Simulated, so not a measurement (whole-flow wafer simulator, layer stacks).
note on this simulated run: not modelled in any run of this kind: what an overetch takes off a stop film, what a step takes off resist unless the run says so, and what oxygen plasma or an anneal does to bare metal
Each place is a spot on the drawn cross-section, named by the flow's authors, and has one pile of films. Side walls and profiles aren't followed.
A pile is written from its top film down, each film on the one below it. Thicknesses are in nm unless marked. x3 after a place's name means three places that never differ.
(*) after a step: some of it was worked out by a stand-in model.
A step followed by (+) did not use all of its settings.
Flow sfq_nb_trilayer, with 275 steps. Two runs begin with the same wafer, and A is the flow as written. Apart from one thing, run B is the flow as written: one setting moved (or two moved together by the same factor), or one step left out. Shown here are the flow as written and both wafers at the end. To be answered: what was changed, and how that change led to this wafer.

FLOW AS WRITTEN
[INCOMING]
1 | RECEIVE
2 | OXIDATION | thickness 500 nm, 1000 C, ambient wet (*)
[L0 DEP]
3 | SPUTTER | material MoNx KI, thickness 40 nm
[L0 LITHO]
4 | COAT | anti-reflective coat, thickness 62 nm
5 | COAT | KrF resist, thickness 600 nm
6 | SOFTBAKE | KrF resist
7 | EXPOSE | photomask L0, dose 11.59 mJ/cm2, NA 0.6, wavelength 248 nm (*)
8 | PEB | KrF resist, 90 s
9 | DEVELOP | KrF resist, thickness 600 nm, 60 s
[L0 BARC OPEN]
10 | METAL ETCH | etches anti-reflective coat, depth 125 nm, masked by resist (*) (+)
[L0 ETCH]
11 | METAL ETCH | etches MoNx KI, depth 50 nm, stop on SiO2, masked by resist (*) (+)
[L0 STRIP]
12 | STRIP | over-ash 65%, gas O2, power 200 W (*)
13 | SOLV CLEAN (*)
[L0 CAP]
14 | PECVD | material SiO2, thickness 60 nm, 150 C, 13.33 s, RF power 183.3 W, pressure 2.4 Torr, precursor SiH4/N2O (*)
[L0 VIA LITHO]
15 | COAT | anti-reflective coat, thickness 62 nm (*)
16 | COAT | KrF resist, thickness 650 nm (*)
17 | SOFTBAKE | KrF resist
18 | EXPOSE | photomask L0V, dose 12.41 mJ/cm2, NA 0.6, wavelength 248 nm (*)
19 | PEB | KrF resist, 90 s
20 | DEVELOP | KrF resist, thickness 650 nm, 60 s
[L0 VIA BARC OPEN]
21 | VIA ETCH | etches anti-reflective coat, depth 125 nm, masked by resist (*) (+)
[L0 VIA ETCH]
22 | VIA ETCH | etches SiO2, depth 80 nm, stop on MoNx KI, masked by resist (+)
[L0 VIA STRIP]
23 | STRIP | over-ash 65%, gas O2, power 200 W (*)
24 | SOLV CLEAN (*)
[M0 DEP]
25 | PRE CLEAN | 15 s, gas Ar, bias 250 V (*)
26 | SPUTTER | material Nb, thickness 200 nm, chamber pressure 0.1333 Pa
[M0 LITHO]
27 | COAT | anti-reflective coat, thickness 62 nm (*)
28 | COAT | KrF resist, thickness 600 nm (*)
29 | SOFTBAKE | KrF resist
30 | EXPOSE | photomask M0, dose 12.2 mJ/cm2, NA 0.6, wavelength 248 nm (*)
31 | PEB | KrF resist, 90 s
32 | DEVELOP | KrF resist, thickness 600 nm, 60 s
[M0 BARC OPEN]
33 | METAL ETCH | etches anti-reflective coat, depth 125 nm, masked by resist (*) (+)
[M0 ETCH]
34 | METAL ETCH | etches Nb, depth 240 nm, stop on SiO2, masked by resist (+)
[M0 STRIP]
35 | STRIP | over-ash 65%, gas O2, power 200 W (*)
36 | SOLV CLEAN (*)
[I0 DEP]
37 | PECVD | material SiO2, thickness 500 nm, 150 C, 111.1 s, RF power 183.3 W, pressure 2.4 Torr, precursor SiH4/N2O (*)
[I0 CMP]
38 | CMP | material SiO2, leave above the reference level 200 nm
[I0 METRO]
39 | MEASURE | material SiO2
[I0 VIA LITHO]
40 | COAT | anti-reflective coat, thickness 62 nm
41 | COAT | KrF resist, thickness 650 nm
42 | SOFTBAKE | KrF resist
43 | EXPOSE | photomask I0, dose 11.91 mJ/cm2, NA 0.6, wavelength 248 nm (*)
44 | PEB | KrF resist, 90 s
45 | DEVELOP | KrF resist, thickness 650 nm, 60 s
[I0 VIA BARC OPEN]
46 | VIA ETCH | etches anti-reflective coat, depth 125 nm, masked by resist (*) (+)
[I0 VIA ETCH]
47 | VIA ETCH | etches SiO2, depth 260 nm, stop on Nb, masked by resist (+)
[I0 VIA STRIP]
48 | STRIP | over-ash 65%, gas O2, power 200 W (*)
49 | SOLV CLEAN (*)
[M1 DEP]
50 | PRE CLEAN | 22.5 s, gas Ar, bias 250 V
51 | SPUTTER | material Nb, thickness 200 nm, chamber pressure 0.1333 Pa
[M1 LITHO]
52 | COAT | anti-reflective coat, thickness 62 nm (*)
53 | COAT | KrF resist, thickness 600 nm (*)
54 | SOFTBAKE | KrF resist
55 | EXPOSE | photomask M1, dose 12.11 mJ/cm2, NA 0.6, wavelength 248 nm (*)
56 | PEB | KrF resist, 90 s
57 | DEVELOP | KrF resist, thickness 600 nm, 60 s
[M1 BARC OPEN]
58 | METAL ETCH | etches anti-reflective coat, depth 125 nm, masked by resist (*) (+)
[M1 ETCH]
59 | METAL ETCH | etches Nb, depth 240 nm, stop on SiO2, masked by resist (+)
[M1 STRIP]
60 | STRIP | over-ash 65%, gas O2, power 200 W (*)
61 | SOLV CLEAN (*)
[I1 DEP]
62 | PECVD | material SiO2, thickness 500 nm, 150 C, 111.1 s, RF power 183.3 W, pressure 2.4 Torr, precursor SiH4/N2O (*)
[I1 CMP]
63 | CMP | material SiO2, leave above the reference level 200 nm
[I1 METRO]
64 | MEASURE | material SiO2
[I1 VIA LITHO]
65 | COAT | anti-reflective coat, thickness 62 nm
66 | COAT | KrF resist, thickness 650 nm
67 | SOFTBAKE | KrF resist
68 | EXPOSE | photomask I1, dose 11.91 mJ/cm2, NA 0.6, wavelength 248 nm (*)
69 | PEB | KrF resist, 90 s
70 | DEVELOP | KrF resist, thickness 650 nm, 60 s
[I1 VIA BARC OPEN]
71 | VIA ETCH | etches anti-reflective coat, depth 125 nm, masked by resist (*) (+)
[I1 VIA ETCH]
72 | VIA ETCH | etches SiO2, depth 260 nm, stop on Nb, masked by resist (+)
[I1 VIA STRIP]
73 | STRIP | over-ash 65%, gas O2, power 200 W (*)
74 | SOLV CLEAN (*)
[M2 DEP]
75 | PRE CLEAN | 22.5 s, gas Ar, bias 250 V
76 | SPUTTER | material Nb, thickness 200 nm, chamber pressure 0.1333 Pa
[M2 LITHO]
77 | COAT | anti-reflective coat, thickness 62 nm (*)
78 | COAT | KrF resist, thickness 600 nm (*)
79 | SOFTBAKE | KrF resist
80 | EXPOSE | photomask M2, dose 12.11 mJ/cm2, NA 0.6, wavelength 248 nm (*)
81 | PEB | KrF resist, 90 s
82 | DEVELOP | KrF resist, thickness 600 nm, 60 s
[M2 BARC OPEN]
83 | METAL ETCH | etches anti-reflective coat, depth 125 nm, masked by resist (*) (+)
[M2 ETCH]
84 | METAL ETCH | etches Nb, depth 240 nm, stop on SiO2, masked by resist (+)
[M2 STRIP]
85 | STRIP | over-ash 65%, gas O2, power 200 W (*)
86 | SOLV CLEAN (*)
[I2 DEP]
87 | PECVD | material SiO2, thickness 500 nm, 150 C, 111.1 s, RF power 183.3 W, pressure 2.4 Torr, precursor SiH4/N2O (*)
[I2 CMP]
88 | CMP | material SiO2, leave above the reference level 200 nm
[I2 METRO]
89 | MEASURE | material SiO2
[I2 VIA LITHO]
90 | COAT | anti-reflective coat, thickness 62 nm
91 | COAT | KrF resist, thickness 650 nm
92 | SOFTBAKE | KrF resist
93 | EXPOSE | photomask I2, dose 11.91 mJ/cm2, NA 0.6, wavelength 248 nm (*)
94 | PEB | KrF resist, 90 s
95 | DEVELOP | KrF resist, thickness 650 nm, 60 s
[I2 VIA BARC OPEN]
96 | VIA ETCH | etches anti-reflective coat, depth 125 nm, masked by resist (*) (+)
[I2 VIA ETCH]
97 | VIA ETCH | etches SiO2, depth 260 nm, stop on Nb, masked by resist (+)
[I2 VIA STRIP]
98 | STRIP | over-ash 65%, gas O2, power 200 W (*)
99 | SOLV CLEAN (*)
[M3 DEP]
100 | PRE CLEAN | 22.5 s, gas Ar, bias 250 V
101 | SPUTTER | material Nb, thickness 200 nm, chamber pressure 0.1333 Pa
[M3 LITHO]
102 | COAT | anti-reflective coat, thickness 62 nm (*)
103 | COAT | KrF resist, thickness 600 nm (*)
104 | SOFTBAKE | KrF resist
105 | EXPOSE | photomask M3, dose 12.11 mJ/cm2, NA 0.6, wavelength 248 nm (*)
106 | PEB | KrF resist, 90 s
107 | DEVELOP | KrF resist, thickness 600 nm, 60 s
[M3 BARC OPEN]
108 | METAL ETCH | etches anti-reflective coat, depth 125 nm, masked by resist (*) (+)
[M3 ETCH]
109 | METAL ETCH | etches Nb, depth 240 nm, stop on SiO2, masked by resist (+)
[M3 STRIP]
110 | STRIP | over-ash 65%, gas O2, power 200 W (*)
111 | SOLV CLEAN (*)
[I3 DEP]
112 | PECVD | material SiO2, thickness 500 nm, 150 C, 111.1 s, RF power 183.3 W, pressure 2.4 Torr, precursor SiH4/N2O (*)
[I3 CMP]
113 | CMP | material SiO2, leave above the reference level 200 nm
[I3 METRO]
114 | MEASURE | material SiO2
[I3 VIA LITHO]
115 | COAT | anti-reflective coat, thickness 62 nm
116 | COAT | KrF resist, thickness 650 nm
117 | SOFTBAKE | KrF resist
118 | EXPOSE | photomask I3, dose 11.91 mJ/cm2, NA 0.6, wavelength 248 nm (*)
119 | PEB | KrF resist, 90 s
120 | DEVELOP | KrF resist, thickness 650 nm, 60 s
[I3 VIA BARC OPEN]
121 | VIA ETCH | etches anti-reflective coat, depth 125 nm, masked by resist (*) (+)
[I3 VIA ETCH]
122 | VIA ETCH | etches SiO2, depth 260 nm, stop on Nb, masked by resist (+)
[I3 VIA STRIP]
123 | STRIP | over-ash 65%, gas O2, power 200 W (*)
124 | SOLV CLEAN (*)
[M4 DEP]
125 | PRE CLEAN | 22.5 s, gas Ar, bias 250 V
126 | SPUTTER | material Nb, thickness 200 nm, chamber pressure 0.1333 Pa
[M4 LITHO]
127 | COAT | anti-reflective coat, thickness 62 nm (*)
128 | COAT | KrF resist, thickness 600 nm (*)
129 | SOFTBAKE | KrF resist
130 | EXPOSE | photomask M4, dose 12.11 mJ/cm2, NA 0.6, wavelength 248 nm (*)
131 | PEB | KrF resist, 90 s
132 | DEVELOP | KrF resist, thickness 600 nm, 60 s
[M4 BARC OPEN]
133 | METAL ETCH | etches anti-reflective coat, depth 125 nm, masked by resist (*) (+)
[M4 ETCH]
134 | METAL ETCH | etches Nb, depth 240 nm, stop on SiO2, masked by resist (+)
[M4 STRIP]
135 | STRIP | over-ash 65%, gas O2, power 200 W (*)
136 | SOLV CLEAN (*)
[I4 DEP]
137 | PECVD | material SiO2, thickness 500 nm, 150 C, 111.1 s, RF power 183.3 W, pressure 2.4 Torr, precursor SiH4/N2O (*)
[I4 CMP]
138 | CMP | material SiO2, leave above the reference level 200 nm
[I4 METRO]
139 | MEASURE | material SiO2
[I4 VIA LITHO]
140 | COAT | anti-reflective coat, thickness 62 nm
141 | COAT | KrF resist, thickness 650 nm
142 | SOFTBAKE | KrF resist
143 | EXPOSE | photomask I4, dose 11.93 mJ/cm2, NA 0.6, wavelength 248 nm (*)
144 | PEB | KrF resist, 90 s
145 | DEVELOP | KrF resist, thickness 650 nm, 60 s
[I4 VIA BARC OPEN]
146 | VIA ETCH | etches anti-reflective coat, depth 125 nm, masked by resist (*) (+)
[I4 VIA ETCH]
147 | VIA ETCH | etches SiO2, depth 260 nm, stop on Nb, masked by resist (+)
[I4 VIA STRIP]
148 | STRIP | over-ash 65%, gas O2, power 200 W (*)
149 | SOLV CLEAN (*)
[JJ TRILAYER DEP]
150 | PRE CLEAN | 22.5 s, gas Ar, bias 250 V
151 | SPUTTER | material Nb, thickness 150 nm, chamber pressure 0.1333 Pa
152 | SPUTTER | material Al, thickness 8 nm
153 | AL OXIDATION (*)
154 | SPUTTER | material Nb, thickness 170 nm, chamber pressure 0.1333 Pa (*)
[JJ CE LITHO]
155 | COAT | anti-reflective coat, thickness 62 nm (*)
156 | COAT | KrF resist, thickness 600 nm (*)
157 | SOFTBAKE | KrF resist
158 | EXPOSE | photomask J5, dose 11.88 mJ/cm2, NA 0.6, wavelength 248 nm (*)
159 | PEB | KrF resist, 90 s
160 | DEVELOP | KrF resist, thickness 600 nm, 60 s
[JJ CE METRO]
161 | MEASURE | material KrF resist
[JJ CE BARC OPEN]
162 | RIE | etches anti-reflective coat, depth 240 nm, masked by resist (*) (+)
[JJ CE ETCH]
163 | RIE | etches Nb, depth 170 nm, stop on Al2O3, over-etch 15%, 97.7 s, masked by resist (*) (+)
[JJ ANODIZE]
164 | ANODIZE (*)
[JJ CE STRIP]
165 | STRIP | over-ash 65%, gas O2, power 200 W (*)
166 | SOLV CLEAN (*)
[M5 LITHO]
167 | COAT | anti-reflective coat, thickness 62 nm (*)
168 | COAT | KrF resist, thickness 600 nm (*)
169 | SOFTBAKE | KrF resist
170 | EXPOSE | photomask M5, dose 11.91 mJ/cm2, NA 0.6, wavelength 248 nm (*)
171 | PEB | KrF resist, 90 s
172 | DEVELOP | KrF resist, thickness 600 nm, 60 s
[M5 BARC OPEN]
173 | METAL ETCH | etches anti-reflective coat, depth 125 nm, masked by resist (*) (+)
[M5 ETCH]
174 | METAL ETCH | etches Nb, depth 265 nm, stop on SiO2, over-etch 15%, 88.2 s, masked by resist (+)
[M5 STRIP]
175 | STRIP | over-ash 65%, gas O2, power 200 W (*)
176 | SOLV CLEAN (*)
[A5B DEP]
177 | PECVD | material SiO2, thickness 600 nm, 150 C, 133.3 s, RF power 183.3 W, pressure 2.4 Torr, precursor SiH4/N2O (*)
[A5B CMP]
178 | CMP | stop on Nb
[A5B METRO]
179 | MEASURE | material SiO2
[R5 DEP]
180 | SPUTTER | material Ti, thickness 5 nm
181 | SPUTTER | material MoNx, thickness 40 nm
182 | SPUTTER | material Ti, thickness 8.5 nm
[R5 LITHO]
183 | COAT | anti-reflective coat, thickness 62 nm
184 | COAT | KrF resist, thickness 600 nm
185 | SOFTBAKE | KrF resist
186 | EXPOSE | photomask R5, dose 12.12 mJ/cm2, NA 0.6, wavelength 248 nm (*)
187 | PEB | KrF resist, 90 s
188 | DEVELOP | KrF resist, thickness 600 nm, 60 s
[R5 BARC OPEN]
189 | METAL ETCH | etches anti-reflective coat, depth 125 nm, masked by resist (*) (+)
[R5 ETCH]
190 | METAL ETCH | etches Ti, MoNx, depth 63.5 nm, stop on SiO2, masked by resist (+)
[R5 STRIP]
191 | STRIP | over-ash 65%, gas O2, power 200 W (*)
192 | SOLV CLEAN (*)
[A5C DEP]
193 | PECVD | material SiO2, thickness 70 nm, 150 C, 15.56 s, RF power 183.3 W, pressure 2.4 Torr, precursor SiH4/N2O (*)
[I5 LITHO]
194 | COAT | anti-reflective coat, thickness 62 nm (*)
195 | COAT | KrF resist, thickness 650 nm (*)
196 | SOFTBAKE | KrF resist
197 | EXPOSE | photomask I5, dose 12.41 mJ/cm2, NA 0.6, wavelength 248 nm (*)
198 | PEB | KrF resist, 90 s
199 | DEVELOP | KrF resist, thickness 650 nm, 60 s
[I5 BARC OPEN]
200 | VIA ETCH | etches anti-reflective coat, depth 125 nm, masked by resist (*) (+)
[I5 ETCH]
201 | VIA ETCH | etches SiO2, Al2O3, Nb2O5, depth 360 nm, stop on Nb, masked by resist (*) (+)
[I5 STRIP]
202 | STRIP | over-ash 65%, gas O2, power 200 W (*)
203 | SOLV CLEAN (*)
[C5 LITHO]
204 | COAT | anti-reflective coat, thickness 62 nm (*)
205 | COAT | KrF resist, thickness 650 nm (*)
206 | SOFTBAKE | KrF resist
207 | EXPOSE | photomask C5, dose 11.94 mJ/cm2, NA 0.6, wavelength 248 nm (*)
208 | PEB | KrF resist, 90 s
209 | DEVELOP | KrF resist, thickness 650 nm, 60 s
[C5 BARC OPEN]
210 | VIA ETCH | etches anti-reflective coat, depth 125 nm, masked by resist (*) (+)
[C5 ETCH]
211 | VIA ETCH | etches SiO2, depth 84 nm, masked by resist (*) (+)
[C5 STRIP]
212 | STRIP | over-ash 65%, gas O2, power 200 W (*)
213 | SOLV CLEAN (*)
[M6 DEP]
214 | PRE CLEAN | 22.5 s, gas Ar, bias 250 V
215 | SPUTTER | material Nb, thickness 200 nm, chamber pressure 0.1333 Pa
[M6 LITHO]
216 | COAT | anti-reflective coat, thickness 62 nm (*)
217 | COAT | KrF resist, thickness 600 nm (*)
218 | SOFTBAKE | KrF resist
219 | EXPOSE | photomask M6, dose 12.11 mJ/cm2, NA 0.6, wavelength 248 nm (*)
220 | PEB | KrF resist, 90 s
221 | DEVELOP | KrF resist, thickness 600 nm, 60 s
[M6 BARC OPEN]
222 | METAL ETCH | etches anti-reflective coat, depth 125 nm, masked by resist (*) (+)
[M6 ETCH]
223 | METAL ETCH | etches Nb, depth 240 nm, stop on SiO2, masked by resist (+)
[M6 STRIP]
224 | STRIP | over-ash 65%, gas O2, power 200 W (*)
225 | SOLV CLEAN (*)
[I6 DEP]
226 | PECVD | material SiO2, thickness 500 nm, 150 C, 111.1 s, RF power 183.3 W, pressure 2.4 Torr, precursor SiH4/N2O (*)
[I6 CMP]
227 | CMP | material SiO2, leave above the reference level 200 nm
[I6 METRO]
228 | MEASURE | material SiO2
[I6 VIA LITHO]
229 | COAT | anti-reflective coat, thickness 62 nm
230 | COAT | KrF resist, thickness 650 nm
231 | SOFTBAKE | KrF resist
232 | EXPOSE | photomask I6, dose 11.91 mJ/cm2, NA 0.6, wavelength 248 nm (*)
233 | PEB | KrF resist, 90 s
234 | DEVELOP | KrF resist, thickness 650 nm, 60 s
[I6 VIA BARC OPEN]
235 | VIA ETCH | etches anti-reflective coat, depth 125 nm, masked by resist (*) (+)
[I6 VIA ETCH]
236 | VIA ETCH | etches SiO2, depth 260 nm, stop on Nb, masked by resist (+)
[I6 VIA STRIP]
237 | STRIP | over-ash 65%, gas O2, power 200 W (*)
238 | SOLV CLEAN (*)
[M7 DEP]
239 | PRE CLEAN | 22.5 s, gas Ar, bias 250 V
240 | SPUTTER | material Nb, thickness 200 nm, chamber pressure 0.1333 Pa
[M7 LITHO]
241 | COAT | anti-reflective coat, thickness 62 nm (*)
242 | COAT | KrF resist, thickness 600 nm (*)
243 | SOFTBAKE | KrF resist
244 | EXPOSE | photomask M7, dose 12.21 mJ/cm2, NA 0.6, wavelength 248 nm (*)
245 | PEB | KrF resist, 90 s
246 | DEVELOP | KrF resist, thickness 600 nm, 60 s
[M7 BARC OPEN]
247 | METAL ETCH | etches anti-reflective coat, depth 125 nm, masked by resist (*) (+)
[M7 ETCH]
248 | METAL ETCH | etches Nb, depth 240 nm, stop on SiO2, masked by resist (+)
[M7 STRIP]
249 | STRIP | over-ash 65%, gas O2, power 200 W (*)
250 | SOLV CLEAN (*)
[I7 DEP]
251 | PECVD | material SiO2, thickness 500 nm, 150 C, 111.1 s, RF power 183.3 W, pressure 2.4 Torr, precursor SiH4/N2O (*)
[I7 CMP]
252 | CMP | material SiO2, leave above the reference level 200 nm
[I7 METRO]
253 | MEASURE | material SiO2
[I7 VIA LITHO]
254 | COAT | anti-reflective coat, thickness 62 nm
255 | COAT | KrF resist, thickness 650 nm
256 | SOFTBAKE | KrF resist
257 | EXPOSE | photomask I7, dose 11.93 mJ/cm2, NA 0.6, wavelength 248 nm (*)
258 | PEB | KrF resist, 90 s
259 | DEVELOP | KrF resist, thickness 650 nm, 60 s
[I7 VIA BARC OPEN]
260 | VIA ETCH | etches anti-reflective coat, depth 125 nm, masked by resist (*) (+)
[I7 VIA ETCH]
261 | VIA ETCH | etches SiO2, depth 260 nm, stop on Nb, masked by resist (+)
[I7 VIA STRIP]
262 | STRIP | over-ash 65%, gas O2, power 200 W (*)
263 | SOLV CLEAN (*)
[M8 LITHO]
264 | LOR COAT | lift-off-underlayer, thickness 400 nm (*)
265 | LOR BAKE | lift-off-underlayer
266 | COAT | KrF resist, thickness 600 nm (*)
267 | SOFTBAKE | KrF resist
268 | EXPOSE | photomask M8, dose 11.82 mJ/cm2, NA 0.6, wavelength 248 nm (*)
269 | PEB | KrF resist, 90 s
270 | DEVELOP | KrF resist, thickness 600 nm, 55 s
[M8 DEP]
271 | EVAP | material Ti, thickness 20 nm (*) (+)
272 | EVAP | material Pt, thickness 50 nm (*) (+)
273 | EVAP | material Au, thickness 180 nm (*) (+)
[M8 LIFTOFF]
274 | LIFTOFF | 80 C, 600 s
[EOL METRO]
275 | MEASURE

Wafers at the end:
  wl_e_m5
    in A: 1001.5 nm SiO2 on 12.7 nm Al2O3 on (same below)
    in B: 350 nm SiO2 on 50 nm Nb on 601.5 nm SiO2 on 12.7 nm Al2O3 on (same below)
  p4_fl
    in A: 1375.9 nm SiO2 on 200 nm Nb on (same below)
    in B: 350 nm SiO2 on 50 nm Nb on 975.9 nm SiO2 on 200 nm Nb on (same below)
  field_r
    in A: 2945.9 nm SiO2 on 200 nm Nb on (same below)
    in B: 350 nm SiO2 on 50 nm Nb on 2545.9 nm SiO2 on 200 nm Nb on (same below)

What caused this: step 248, METAL ETCH: depth 150 nm was run, whereas the flow has depth 240 nm.

The path from the change to this, step by step:
  248 | METAL ETCH | etches Nb, depth 240 nm, stop on SiO2, masked by resist (+)
      field_l, field_r, lsp_l and 62 more: A -200 Nb (all of it) | B -150 Nb
      v_sur, via_wl, via_w and 38 more: A -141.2 KrF resist | B -88.2 KrF resist
  249 | STRIP | over-ash 65%, gas O2, power 200 W (*)
      wl_j_sl, wl_jj, wl_j_sr and 14 more: A -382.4 KrF resist (all of it), -62 anti-reflective coat (all of it) | B -435.3 KrF resist (all of it), -62 anti-reflective coat (all of it)
      lsp_m, ln_m6, lsp_r: A -381.9 KrF resist (all of it), -61.8 anti-reflective coat (all of it) | B -434.9 KrF resist (all of it), -61.8 anti-reflective coat (all of it)
      (and at 21 other places as well)
  251 | PECVD | material SiO2, thickness 500 nm, 150 C, 111.1 s, RF power 183.3 W, pressure 2.4 Torr, precursor SiH4/N2O (*)
      field_l, p4_fl, p4_fm and 56 more: A +500 SiO2 | B +500 SiO2 (new film)
      field_r, lsp_l: A +477.7 SiO2 | B +483.2 SiO2 (new film)
      (and at 4 other places as well)
  252 | CMP | material SiO2, leave above the reference level 200 nm
      field_l, p4_fl, p4_fm and 56 more: A -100 SiO2 | B -150 SiO2
      field_r, lsp_l: A -77.7 SiO2 | B -133.2 SiO2
      (and at 2 other places as well)
With metal films that touch counted as one body, wl_e_m5 has 7 bodies (between them, from the top down: SiO2 601.5 / Al2O3 12.7 / Nb2O5 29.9; SiO2 192.5; SiO2 192.5; SiO2 192.5; SiO2 192.5; SiO2 192.5); the flow as written gives 6 bodies (between them, from the top down: SiO2 192.5; SiO2 192.5; SiO2 192.5; SiO2 192.5; SiO2 192.5).
With metal films that touch counted as one body, p4_fl has 3 bodies (between them, from the top down: SiO2 975.9; SiO2 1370); the flow as written gives 2 bodies (between them, from the top down: SiO2 1370).
With metal films that touch counted as one body, field_r has 2 bodies (between them, from the top down: SiO2 2545.9); the flow as written gives 1 body.
